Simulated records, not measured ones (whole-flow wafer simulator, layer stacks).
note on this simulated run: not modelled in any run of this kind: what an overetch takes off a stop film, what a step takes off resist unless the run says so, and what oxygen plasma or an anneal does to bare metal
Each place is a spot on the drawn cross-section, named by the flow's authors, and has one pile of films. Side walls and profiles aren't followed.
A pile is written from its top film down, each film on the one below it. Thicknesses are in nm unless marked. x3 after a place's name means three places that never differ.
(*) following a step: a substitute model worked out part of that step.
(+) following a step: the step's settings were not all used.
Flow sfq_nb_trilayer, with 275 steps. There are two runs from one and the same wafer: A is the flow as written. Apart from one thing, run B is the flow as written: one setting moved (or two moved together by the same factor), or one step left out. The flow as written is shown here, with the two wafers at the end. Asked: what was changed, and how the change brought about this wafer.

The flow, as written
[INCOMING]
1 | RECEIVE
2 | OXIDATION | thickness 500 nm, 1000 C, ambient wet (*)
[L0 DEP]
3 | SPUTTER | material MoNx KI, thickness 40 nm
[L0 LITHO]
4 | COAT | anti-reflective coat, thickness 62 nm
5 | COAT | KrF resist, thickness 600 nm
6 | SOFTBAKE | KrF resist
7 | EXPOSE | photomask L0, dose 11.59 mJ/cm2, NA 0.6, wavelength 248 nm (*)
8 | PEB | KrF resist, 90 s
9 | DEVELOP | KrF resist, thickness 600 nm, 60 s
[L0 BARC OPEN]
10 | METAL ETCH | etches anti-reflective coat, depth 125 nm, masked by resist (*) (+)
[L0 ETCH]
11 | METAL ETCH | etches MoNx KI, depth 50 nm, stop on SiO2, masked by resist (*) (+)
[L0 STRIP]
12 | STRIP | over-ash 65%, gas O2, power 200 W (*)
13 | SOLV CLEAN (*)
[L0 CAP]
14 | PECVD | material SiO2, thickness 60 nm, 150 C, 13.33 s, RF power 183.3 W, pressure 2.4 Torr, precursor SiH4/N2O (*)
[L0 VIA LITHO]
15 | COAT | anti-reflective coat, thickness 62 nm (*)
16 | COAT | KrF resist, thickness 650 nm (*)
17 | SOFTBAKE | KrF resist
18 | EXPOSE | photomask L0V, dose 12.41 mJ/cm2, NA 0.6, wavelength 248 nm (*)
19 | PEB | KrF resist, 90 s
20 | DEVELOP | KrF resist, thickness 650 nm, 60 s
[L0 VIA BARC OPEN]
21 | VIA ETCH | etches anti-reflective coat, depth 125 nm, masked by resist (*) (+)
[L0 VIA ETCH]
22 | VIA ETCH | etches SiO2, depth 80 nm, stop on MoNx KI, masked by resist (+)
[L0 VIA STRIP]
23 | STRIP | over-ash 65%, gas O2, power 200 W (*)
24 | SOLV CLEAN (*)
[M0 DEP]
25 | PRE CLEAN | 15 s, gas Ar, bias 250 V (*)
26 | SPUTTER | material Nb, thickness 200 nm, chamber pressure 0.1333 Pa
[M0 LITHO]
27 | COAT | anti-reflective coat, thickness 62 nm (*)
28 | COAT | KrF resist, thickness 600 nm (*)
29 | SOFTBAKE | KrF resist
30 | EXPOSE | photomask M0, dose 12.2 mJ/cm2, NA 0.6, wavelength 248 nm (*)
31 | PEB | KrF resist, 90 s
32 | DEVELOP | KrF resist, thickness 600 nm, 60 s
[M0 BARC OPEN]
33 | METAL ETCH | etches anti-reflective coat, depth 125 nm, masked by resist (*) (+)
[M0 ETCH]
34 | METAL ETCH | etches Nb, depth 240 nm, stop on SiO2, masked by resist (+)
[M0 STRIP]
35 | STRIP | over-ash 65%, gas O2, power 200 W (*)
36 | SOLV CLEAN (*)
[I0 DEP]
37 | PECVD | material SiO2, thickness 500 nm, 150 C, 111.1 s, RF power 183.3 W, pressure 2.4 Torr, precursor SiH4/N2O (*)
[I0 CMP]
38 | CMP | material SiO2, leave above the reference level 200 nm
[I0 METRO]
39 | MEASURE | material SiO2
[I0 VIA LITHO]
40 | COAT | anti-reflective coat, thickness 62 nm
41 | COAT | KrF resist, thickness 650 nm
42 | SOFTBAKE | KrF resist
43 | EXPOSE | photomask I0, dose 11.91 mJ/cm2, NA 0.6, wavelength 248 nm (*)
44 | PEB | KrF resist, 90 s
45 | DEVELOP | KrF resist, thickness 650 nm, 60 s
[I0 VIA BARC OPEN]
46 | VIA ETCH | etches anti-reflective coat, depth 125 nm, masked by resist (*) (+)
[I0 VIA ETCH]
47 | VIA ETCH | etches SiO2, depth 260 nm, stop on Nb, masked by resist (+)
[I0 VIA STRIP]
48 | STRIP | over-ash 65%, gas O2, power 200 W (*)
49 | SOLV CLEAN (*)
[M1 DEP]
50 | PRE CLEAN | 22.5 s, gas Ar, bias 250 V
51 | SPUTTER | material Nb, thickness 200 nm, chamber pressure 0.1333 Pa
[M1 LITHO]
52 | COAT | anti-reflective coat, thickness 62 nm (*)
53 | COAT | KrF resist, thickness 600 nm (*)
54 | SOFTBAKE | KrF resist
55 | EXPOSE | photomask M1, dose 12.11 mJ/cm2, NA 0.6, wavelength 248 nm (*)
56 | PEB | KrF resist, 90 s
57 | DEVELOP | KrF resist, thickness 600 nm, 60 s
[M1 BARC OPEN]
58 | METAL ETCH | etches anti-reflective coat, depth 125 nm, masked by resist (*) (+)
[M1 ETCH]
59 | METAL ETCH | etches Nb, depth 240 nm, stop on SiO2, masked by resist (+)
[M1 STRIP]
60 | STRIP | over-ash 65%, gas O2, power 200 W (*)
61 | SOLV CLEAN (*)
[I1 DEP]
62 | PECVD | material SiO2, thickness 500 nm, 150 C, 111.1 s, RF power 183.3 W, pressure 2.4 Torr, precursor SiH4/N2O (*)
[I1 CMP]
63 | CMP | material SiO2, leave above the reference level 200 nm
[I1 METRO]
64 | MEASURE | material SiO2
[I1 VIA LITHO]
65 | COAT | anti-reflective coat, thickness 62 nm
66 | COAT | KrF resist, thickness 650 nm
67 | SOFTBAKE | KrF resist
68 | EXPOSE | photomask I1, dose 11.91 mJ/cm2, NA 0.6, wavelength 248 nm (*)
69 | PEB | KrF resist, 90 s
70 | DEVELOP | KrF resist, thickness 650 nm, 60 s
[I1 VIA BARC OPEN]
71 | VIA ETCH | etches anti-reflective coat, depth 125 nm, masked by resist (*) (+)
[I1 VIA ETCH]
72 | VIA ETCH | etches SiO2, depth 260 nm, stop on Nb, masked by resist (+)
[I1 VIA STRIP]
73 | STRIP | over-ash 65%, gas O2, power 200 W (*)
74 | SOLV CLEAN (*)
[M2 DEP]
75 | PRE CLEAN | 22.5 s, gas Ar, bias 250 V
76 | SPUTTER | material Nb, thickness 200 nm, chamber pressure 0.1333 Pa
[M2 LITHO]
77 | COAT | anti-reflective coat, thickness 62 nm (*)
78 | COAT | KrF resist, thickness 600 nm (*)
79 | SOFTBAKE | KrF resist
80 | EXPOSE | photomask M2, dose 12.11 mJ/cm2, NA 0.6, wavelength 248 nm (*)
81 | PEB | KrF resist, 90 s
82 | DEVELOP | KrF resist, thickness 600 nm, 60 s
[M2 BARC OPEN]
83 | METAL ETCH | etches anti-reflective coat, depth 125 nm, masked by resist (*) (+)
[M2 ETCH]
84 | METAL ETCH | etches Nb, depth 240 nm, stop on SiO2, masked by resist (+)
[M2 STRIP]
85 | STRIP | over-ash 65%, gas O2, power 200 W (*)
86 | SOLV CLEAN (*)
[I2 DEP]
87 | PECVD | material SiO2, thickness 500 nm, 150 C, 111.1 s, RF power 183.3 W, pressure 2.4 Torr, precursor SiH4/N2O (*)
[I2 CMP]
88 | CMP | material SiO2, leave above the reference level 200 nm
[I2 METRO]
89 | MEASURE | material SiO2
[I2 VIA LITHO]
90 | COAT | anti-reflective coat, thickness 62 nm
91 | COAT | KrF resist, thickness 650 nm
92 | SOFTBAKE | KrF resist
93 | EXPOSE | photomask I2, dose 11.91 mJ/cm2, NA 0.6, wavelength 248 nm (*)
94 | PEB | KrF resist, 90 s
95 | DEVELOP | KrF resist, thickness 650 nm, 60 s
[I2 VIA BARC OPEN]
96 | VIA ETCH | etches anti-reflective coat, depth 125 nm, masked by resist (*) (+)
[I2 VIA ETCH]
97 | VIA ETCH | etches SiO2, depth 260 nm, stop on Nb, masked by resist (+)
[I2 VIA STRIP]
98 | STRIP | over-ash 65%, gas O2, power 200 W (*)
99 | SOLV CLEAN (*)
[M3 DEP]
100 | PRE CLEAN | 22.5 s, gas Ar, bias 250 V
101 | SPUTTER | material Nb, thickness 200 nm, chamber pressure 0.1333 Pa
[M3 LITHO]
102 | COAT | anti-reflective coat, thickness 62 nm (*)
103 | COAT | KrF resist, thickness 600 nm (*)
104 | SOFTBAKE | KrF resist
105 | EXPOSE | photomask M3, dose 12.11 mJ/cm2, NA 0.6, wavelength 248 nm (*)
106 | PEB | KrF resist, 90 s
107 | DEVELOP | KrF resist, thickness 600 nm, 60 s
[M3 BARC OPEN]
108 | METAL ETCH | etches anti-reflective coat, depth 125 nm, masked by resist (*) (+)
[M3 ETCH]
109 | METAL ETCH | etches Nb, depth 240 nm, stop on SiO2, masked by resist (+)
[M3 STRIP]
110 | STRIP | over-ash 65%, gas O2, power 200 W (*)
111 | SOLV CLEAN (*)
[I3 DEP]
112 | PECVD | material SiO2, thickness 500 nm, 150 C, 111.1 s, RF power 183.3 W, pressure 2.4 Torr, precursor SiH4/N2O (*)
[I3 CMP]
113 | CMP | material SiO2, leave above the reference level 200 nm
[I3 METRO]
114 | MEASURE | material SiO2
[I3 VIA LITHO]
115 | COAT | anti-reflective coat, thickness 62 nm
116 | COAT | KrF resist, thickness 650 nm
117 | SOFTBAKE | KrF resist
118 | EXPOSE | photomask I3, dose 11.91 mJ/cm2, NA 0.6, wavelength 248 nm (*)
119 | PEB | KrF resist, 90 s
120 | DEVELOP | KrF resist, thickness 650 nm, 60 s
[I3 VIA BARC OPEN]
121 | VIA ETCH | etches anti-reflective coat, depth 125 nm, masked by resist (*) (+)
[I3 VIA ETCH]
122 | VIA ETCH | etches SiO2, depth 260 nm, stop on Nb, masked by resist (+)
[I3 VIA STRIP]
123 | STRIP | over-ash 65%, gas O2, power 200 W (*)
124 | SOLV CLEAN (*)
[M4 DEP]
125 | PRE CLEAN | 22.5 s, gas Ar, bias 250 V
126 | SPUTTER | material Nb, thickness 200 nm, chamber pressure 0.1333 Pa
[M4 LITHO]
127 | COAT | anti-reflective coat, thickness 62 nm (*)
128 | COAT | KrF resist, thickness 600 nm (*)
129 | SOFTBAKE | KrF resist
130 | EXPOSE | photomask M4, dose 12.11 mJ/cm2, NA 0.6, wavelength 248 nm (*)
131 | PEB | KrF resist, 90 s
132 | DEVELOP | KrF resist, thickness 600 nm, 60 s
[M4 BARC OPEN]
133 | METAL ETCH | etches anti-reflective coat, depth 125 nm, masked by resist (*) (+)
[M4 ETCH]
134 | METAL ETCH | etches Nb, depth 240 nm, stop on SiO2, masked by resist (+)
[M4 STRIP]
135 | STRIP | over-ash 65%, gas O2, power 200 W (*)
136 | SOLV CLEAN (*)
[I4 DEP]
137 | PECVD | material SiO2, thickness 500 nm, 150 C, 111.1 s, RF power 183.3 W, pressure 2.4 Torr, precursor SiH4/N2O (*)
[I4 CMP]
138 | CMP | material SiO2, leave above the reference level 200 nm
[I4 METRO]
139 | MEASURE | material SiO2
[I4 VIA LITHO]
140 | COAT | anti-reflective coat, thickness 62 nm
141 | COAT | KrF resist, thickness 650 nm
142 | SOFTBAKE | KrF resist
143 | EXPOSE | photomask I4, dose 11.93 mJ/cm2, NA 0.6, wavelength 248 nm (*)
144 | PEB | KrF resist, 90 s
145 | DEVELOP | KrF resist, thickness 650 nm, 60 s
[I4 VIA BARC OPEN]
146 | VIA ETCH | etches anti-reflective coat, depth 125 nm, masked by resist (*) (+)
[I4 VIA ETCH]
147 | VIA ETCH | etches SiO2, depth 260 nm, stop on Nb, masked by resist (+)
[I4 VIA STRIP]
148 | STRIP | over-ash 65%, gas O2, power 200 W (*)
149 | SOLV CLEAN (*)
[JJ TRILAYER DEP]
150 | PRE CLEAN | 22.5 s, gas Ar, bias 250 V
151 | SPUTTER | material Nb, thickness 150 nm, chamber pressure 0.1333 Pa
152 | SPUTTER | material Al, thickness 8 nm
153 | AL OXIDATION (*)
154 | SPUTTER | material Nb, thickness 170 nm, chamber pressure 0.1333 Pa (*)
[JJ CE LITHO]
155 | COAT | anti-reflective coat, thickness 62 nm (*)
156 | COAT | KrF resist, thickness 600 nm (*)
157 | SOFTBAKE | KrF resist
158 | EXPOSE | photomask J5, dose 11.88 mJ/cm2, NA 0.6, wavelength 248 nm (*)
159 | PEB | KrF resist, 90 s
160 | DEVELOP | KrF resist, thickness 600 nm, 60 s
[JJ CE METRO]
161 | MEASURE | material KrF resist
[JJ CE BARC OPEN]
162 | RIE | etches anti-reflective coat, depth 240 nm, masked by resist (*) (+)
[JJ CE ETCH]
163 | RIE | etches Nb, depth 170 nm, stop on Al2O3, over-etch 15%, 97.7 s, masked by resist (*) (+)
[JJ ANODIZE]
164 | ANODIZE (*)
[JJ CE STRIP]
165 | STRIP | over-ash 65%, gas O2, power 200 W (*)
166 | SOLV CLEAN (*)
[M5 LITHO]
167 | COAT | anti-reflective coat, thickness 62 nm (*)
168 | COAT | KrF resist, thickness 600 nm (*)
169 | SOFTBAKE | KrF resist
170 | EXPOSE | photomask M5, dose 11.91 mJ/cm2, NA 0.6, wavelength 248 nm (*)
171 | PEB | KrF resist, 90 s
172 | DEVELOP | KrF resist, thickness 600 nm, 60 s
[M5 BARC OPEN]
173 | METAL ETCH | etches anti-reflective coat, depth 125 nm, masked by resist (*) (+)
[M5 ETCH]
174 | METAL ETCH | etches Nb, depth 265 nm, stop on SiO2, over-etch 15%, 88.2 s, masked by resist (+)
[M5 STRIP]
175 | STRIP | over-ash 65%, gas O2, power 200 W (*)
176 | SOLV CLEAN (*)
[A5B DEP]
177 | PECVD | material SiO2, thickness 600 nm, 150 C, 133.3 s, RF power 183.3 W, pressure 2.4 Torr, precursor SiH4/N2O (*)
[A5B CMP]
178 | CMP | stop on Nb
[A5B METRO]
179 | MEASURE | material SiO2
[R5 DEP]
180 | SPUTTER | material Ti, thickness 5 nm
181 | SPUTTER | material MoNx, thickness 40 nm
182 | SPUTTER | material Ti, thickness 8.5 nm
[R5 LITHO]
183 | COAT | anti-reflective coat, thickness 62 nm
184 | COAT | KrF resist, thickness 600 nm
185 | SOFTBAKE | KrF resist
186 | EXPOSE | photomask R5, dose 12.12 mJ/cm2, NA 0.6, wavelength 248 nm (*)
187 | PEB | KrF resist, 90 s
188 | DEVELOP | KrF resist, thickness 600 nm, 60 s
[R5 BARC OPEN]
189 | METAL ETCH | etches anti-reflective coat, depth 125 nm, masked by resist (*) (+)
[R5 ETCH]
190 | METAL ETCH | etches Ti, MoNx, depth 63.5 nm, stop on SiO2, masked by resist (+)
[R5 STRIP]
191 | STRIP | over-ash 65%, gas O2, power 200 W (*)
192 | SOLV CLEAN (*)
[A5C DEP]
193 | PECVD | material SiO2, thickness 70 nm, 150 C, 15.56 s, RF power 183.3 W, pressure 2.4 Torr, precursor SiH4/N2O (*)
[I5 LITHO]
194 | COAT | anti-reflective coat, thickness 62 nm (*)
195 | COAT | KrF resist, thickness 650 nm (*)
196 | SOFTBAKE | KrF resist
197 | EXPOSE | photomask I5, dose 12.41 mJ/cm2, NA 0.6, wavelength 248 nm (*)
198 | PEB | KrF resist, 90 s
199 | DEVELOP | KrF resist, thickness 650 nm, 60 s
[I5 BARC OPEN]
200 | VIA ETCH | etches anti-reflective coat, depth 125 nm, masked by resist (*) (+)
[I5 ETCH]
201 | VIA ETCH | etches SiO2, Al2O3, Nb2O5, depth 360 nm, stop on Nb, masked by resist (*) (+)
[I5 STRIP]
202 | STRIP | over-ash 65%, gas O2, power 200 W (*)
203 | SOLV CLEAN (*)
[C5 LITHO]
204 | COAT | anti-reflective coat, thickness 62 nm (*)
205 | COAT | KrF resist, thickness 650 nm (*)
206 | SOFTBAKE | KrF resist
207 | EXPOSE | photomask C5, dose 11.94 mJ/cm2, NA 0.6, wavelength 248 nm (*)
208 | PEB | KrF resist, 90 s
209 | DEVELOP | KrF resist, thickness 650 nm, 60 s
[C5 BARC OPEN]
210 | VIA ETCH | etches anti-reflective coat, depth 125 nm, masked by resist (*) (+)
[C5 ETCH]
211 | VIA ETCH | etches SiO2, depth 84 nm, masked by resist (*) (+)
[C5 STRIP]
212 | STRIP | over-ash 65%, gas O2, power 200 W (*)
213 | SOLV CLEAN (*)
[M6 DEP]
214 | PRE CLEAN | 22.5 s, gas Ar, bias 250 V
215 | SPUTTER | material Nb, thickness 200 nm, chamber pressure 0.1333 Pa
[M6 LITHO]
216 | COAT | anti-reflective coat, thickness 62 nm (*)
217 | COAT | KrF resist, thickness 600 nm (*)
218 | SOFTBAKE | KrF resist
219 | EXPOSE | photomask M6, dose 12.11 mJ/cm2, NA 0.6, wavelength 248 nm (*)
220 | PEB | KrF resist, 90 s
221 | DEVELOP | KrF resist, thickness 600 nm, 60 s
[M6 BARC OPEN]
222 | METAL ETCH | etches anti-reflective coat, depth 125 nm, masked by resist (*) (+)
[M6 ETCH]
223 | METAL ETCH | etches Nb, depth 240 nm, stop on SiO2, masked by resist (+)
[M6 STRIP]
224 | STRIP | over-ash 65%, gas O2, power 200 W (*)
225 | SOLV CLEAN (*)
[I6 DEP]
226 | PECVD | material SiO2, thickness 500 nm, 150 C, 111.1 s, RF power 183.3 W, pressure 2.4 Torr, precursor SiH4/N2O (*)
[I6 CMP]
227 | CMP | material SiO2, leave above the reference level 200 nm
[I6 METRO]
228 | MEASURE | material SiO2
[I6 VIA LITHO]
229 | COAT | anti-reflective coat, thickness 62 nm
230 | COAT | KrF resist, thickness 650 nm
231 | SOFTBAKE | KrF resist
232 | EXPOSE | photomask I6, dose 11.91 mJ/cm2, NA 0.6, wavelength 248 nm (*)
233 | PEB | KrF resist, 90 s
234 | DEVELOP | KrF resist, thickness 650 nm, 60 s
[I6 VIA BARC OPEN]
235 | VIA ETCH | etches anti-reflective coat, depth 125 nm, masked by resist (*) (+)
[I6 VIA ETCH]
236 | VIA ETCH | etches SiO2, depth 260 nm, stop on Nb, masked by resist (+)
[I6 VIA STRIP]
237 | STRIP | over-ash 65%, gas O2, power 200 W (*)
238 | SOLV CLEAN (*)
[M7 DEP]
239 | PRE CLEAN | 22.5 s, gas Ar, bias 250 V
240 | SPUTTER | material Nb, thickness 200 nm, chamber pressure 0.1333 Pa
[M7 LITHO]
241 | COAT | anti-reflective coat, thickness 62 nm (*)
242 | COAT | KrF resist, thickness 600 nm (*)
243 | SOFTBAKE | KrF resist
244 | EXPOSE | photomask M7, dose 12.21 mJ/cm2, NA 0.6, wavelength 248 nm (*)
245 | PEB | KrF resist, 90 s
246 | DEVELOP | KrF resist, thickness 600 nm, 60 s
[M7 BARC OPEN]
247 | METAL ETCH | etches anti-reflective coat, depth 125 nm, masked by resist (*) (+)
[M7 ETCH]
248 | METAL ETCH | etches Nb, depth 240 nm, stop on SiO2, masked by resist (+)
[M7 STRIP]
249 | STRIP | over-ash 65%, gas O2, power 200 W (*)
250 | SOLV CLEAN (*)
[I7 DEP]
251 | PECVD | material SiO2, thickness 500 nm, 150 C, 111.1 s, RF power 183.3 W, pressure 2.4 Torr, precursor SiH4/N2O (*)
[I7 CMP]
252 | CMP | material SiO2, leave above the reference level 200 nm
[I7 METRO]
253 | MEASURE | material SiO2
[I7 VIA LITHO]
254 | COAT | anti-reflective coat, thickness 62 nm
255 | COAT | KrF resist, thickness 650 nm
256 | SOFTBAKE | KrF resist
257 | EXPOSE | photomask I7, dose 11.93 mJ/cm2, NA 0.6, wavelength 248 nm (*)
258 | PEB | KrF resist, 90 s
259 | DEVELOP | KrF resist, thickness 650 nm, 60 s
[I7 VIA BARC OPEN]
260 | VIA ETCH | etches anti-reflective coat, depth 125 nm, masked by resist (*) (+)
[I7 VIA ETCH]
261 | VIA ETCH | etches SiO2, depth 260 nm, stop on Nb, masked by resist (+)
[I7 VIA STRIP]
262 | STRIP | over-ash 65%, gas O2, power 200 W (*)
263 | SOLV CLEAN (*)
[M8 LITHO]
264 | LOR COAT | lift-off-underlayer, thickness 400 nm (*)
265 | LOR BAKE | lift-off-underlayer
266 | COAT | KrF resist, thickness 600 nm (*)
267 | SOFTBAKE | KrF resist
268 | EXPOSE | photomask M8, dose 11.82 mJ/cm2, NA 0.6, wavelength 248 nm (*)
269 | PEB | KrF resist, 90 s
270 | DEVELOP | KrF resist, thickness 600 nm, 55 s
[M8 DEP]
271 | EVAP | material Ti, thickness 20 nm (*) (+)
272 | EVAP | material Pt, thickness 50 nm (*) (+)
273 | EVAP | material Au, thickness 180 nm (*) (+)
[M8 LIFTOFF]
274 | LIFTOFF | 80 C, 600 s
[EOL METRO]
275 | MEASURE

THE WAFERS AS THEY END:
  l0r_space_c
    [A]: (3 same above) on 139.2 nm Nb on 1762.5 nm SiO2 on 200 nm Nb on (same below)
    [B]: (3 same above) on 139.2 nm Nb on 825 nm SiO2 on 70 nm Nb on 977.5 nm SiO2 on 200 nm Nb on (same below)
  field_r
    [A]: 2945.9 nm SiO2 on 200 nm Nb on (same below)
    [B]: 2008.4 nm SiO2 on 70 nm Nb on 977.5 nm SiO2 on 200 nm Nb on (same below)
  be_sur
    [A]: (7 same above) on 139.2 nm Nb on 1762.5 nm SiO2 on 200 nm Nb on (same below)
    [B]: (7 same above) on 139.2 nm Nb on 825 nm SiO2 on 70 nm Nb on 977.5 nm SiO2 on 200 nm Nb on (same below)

The reason: step 101, SPUTTER: thickness 310 nm was run, while the flow as written has thickness 200 nm.

The path from the change to this, step by step:
  101 | SPUTTER | material Nb, thickness 200 nm, chamber pressure 0.1333 Pa
      field_l, v_sur, via_wl and 102 more: A Nb gains 200 (new film) | B Nb gains 310 (new film)
      via_w: A Nb gains 165.5 | B Nb gains 258.3
  102 | COAT | anti-reflective coat, thickness 62 nm (*)
      via_w: A anti-reflective coat gains 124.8 (new film) | B anti-reflective coat gains 127.6 (new film)
  109 | METAL ETCH | etches Nb, depth 240 nm, stop on SiO2, masked by resist (+)
      field_l, be, be_sur and 72 more: A Nb loses 200 (all of it) | B Nb loses 240
  110 | STRIP | over-ash 65%, gas O2, power 200 W (*)
      via_w: A KrF resist loses 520 (all of it), anti-reflective coat loses 124.8 (all of it) | B KrF resist loses 531.9 (all of it), anti-reflective coat loses 127.6 (all of it)
  112 | PECVD | material SiO2, thickness 500 nm, 150 C, 111.1 s, RF power 183.3 W, pressure 2.4 Torr, precursor SiH4/N2O (*)
      field_l, be, be_sur and 64 more: A SiO2 gains 500 | B SiO2 gains 500 (new film)
      p4_g1, p4_g2, p3_s0, p3_s1, p3_s2, p3_s3, p3_s4, p3_s5: A SiO2 gains 557.1 | B SiO2 gains 597.1 (new film)
  113 | CMP | material SiO2, leave above the reference level 200 nm
      field_l, be, be_sur and 64 more: A SiO2 loses 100 | B SiO2 loses 60
      via_w: A SiO2 loses 181.6 | B SiO2 loses 157.1
Taking metal films that touch as one body, l0r_space_c has 3 bodies (between them, from the top down: SiO2 825; SiO2 977.5); the flow as written gives 2 bodies (between them, from the top down: SiO2 1762.5).
Taking metal films that touch as one body, field_r has 2 bodies (between them, from the top down: SiO2 977.5); the flow as written gives 1 body.
Taking metal films that touch as one body, be_sur has 5 bodies (between them, from the top down: SiO2 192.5; SiO2 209 / Al2O3 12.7 / Nb2O5 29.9; SiO2 825; SiO2 977.5); the flow as written gives 4 bodies (between them, from the top down: SiO2 192.5; SiO2 209 / Al2O3 12.7 / Nb2O5 29.9; SiO2 1762.5).
